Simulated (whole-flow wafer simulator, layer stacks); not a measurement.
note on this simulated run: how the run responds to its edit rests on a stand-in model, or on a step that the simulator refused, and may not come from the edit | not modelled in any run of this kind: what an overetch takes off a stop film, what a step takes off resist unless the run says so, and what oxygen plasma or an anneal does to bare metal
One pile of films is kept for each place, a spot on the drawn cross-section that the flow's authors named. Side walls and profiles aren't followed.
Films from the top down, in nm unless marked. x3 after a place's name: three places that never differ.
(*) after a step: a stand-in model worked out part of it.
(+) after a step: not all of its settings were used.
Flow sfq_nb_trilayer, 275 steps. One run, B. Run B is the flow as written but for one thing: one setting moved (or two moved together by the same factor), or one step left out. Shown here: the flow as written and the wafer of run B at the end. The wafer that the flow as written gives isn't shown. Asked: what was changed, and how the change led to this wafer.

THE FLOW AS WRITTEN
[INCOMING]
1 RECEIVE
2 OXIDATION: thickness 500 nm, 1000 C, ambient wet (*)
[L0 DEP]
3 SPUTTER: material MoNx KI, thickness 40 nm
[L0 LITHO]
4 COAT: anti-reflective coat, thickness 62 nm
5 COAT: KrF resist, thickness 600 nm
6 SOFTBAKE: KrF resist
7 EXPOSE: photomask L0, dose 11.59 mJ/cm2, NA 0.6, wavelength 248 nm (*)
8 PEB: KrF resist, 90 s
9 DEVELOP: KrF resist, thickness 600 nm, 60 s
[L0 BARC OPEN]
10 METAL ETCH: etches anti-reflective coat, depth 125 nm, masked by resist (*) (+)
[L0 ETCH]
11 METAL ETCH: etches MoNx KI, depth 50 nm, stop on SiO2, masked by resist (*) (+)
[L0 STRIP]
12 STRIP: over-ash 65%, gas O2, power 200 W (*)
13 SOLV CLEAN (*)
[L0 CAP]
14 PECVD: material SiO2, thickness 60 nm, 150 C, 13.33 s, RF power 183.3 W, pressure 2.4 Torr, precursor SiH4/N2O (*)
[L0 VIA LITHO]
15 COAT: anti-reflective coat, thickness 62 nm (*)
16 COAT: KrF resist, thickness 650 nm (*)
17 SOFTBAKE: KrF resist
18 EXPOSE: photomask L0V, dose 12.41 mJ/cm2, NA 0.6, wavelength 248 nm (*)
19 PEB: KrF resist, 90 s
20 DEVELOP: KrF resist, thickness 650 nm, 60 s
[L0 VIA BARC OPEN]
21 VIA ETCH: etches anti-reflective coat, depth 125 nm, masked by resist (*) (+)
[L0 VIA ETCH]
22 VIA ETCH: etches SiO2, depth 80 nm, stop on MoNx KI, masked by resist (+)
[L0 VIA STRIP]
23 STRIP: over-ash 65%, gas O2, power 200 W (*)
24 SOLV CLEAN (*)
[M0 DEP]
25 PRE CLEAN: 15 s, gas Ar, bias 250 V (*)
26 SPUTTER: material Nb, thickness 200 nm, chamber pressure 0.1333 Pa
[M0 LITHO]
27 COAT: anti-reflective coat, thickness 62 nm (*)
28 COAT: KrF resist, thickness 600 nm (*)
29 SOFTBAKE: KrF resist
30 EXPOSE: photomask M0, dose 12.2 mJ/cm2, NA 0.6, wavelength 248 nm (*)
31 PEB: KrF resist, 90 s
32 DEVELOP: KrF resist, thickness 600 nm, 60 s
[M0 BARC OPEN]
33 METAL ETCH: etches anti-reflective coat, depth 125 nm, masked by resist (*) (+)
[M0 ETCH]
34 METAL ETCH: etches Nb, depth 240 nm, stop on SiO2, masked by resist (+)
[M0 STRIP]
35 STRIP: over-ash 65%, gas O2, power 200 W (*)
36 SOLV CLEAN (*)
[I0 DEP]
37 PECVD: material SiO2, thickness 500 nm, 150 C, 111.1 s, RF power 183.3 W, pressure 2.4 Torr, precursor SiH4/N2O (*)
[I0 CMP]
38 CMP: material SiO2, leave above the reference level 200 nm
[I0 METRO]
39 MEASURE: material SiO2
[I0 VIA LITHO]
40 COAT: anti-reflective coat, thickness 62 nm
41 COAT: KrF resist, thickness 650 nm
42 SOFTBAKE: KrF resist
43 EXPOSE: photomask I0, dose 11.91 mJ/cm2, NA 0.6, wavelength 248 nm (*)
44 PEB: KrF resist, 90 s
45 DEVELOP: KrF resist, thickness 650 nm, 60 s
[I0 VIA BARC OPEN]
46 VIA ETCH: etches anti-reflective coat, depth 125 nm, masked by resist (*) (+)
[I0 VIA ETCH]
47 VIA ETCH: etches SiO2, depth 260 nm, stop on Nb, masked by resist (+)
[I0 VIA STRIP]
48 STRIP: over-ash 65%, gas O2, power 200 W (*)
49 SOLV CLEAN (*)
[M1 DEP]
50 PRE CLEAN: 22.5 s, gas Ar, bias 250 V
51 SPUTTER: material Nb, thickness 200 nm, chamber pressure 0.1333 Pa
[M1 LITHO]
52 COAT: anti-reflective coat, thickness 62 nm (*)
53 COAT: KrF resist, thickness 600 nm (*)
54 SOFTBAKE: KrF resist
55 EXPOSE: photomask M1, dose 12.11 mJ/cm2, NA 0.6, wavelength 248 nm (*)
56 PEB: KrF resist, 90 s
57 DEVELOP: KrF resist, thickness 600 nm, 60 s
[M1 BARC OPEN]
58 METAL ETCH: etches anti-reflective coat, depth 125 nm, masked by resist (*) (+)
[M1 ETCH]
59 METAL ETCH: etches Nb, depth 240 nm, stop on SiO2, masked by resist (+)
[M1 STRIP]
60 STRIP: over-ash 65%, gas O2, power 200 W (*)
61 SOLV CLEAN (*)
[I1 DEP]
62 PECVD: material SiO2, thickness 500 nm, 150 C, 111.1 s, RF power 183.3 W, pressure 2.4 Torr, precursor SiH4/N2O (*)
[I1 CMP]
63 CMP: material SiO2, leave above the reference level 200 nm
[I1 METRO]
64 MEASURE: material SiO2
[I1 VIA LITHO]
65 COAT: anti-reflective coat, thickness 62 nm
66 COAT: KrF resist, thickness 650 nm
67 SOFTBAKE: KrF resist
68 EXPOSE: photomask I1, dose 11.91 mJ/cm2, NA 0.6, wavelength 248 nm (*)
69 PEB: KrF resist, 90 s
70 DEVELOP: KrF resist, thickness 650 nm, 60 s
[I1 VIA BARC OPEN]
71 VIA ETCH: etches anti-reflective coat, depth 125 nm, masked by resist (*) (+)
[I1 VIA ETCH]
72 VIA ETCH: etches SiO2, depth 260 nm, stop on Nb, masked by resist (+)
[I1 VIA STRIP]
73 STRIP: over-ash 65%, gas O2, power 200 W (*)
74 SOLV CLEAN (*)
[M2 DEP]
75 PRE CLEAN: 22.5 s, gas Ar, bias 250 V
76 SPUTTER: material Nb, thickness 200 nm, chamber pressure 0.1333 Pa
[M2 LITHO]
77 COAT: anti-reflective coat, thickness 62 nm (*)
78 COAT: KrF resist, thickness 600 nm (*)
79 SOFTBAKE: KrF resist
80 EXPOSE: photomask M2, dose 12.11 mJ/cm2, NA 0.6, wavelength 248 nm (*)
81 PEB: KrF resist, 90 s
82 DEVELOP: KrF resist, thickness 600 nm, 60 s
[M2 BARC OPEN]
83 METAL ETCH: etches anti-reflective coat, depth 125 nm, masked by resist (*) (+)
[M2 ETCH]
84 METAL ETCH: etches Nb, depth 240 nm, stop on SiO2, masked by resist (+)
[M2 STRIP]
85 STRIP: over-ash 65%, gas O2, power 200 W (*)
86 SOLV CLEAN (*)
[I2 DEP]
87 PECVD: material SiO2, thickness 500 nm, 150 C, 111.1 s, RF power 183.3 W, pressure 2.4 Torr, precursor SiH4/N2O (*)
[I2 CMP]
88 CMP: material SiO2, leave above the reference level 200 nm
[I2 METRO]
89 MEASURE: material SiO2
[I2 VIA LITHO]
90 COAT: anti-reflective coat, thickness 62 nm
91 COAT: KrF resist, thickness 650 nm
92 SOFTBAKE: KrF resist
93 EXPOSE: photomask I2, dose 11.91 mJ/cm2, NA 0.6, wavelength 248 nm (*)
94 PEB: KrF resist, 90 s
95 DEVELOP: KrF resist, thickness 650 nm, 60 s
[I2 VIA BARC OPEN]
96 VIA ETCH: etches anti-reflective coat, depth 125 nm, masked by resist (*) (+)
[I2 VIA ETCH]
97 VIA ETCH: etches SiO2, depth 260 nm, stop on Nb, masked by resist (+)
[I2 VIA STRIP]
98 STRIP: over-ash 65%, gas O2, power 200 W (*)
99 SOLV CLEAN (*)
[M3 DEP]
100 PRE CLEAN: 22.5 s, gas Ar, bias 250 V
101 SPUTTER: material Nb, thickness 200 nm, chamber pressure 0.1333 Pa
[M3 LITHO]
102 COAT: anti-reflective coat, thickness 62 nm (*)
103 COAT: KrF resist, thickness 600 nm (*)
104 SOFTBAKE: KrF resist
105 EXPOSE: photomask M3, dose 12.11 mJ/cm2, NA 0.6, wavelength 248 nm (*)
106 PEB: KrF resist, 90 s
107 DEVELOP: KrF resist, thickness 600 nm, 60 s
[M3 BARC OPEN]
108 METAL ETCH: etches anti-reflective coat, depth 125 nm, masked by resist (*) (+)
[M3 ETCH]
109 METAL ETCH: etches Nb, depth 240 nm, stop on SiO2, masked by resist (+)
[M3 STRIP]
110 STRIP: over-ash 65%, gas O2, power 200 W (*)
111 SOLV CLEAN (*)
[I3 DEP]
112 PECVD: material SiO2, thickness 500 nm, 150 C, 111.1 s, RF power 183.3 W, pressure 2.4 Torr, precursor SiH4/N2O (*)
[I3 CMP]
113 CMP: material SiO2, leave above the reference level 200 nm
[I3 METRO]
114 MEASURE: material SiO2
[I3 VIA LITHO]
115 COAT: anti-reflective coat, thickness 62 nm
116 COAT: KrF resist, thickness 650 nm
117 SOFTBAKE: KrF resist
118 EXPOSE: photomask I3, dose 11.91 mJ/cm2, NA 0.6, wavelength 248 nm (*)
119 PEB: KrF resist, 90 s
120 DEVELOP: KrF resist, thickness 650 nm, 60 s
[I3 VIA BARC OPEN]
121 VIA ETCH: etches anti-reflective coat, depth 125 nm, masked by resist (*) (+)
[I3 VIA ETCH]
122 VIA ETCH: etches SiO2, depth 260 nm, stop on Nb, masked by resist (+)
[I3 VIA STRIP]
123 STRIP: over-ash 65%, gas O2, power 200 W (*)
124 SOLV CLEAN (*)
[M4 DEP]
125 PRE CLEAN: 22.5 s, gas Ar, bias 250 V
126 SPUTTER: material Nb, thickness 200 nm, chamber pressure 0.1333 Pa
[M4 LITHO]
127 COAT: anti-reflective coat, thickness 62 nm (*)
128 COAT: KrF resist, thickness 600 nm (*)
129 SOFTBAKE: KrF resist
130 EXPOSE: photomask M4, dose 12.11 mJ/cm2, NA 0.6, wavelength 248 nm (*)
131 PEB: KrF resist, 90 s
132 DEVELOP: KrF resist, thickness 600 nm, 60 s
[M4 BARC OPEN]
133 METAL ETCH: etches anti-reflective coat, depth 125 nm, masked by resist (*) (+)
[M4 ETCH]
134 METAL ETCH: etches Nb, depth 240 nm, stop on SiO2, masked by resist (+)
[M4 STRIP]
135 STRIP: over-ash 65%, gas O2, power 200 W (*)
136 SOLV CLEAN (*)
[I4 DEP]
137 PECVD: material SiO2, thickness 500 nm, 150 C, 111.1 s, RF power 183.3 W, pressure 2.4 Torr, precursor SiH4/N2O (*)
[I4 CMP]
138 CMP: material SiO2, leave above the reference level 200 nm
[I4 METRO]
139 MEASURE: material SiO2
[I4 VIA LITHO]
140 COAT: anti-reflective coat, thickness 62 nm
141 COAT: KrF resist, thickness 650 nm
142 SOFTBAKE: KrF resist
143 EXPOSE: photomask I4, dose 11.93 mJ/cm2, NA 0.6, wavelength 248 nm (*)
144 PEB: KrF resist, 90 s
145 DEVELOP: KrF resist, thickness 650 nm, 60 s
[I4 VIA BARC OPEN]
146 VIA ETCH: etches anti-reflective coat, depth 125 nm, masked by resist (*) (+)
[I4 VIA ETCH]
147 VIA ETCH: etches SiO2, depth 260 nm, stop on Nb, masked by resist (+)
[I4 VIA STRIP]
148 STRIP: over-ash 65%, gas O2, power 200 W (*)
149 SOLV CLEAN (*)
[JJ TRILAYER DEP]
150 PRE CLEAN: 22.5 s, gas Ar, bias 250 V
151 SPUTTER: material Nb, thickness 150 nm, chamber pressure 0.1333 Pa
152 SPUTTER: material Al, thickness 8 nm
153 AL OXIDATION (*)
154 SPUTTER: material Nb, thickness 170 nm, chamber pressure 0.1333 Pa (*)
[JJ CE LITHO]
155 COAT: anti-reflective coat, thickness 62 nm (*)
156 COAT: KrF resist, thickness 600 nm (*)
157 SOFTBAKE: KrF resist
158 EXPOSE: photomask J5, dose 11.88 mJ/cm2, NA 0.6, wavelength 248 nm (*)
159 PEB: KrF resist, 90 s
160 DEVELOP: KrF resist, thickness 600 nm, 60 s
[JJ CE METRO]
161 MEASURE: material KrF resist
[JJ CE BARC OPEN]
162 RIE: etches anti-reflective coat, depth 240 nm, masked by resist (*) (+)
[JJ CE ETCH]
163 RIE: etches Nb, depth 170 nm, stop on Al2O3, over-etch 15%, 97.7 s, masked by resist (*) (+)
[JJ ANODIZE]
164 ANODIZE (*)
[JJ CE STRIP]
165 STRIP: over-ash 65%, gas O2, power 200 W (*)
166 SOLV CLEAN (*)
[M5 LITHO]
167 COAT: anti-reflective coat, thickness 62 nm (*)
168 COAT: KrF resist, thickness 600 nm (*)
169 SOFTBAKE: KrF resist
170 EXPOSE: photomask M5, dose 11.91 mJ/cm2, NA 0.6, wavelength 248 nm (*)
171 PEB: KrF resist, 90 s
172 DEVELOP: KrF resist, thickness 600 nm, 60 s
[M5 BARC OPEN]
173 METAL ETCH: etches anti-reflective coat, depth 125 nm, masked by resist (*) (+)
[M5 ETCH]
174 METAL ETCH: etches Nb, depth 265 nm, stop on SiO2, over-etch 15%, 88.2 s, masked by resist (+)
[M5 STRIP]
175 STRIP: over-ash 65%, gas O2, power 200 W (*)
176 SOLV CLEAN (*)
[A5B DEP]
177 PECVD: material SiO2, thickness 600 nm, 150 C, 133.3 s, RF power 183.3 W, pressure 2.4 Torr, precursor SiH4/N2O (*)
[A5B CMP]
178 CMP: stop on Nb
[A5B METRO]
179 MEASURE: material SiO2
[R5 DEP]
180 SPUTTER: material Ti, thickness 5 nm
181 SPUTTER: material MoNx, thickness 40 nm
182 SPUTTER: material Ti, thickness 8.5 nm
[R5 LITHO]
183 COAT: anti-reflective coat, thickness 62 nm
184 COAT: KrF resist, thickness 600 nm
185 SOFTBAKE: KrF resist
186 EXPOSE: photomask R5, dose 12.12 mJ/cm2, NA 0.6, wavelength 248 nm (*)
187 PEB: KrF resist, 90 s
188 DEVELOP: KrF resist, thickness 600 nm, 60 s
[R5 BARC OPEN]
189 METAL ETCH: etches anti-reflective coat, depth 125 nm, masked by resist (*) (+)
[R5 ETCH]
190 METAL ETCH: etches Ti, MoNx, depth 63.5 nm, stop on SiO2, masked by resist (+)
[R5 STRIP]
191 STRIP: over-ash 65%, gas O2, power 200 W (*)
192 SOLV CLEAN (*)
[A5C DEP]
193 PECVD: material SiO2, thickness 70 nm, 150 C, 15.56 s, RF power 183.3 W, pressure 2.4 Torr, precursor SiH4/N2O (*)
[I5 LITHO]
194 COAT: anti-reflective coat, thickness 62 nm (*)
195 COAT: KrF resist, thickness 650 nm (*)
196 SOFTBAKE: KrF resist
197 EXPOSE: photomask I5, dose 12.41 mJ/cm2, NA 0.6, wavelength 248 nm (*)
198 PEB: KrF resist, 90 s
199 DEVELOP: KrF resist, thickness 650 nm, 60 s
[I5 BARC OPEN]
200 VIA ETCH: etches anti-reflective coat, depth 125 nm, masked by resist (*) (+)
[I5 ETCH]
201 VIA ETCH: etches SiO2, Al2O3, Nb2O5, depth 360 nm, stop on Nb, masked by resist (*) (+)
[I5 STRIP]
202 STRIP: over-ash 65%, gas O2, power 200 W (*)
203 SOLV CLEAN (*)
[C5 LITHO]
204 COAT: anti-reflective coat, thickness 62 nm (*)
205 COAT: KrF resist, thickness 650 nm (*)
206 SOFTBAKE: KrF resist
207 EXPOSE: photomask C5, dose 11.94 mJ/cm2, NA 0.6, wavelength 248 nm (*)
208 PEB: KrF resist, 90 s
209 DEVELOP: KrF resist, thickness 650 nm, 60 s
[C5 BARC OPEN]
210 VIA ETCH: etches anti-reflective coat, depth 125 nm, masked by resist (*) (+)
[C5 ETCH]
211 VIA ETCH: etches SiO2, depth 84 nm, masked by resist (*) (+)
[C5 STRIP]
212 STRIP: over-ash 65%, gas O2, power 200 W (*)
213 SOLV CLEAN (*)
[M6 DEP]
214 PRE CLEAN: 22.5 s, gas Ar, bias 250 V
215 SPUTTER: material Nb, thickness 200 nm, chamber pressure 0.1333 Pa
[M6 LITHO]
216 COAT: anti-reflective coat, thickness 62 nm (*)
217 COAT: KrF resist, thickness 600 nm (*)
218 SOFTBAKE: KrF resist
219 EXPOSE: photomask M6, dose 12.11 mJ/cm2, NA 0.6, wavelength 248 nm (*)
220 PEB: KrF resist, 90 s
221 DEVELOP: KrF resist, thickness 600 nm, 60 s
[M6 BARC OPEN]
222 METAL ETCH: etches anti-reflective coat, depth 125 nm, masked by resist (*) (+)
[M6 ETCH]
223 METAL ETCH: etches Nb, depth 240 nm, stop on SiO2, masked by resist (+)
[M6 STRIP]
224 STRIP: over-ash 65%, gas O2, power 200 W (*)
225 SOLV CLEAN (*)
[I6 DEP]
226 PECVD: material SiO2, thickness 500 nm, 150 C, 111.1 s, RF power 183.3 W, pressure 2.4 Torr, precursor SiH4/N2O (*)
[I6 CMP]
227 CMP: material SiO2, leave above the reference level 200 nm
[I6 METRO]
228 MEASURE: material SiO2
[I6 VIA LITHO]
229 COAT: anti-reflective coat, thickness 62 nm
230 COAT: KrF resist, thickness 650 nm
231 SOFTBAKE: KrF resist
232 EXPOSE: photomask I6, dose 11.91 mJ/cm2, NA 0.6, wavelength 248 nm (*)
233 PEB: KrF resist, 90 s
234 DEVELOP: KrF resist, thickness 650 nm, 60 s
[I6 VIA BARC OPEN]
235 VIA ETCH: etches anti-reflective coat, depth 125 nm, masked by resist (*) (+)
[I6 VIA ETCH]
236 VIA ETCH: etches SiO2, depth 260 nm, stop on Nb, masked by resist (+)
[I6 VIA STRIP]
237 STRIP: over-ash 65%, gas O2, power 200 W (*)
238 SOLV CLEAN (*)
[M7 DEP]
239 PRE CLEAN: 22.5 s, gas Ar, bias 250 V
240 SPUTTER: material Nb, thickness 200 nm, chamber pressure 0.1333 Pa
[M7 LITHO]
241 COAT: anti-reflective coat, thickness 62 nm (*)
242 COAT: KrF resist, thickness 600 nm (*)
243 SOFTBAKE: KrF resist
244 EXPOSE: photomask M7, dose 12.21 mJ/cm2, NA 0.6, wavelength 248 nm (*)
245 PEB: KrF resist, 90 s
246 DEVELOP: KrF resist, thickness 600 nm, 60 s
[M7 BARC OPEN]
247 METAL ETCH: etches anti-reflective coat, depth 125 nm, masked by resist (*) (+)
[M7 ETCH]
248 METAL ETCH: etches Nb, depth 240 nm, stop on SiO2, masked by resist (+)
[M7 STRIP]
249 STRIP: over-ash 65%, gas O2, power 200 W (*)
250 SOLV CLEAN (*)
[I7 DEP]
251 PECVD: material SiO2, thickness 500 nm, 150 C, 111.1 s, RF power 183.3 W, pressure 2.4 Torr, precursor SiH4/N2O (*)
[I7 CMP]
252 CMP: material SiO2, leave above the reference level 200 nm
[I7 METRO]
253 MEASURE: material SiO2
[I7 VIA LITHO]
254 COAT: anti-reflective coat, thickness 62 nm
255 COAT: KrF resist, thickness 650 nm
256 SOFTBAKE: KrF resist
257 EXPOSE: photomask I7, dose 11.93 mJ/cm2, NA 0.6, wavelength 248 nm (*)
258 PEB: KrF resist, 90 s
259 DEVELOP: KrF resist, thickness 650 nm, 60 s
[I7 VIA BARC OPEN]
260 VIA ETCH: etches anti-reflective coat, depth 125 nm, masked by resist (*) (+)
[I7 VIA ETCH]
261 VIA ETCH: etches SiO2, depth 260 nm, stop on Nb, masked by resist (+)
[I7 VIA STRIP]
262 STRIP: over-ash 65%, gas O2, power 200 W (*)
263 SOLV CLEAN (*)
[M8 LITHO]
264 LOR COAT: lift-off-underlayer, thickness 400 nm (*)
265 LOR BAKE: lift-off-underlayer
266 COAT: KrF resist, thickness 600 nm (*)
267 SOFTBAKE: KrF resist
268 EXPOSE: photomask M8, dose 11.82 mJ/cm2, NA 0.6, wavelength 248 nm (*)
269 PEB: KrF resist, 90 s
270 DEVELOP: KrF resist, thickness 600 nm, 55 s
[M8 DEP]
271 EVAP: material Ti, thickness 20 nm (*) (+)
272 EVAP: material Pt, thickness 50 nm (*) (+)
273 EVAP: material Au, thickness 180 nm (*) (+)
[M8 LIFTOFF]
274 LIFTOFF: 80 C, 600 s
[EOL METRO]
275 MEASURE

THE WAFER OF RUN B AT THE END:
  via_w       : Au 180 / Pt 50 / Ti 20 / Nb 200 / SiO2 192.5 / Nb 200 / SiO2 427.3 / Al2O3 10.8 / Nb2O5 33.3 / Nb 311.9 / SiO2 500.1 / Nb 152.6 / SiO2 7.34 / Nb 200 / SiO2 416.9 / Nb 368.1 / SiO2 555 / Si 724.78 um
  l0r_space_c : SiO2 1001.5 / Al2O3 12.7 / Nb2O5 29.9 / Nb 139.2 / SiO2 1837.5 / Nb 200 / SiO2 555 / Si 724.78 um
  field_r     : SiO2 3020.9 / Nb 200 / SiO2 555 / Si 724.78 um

The cause: step 88, CMP: leave above the reference level 275 nm was run, where the flow has leave above the reference level 200 nm.

How the change led to this, step by step:
  88 CMP: material SiO2, leave above the reference level 200 nm
      field_l, be, be_sur and 81 more: SiO2 -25 (as written it would be: SiO2 -100)
      v_sur, via_wl, via_w and 18 more: SiO2 -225 (as written it would be: SiO2 -300)
      (and at 1 more place)
  97 VIA ETCH: etches SiO2, depth 260 nm, stop on Nb, masked by resist (+)
      via_w: SiO2 -260 (as written it would be: SiO2 -199.8 (all of it))
  100 PRE CLEAN: 22.5 s, gas Ar, bias 250 V
      via_w: SiO2 -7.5 (as written it would be: Nb -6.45)
  101 SPUTTER: material Nb, thickness 200 nm, chamber pressure 0.1333 Pa
      via_w: Nb +152.6 (new film) (as written it would be: Nb +165.5)
  102 COAT: anti-reflective coat, thickness 62 nm (*)
      via_wl, via_wr: anti-reflective coat +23 (new film) (as written it would be: anti-reflective coat +34.2 (new film))
      v_sur: anti-reflective coat +55.7 (new film) (as written it would be: anti-reflective coat +61.1 (new film))
      (and at 2 more places)
  103 COAT: KrF resist, thickness 600 nm (*)
      via_w: KrF resist +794 (new film) (as written it would be: KrF resist +737.9 (new film))
  110 STRIP: over-ash 65%, gas O2, power 200 W (*)
      v_sur: KrF resist -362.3 (all of it), anti-reflective coat -55.7 (all of it) (as written it would be: KrF resist -365.3 (all of it), anti-reflective coat -61.1 (all of it))
      via_wl: KrF resist -383.9 (all of it), anti-reflective coat -23 (all of it) (as written it would be: KrF resist -384.2 (all of it), anti-reflective coat -34.2 (all of it))
      (and at 3 more places)
  112 PECVD: material SiO2, thickness 500 nm, 150 C, 111.1 s, RF power 183.3 W, pressure 2.4 Torr, precursor SiH4/N2O (*)
      via_w: SiO2 +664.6 (new film) (as written it would be: SiO2 +615 (new film))
  113 CMP: material SiO2, leave above the reference level 200 nm
      via_w: SiO2 -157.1 (as written it would be: SiO2 -181.6)
Counting metal films that touch as one body, via_w has 6 bodies (between them, from the top down: SiO2 192.5; SiO2 427.3 / Al2O3 10.8 / Nb2O5 33.3; SiO2 500.1; SiO2 7.34; SiO2 416.9); the flow as written gives 5 bodies (between them, from the top down: SiO2 192.5; SiO2 427.3 / Al2O3 10.8 / Nb2O5 33.3; SiO2 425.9; SiO2 416.9).
